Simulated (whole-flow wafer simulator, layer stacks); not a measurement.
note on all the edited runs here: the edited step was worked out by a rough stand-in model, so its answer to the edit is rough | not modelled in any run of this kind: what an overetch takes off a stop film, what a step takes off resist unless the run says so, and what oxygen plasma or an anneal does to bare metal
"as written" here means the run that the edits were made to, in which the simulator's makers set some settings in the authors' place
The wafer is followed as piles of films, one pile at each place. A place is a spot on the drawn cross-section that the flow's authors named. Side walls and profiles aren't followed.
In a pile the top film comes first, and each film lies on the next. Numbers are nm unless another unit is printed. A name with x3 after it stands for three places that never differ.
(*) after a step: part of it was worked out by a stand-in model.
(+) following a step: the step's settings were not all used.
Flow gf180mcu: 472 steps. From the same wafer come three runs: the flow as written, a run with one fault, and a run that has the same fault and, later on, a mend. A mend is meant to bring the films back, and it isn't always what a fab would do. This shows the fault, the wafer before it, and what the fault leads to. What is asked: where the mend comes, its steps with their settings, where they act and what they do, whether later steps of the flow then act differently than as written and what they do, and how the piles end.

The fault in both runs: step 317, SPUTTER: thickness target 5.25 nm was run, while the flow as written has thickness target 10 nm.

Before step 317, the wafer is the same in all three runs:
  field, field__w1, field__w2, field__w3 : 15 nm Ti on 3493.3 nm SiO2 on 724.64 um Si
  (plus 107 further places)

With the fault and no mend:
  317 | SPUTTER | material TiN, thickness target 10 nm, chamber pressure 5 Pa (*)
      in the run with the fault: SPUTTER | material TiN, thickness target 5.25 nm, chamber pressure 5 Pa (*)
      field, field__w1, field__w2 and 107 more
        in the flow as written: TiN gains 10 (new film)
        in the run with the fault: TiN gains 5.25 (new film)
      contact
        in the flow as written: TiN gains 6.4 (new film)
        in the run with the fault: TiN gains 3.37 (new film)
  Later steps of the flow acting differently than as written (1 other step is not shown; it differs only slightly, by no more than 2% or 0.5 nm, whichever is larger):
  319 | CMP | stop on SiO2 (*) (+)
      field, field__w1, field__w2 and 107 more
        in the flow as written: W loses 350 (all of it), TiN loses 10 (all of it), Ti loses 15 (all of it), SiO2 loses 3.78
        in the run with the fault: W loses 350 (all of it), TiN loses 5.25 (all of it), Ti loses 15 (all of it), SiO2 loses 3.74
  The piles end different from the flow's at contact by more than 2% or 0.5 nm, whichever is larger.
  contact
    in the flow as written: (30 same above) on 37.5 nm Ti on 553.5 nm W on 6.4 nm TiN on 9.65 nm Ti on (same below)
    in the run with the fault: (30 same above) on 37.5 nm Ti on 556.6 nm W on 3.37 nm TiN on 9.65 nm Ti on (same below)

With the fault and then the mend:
  The mend follows step 317.
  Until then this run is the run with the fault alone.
  317a | SPUTTER | material TiN, thickness target 4.75 nm, chamber pressure 5 Pa (*) (a further turn of the flow's step 317, with different settings)
      field, field__w1, field__w2 and 107 more
        TiN gains 4.75
      contact
        TiN gains 3.04
  Every later step of the flow that is run acts as written at every place that is followed.
  At every place that both follow, the piles at the end match the flow's.
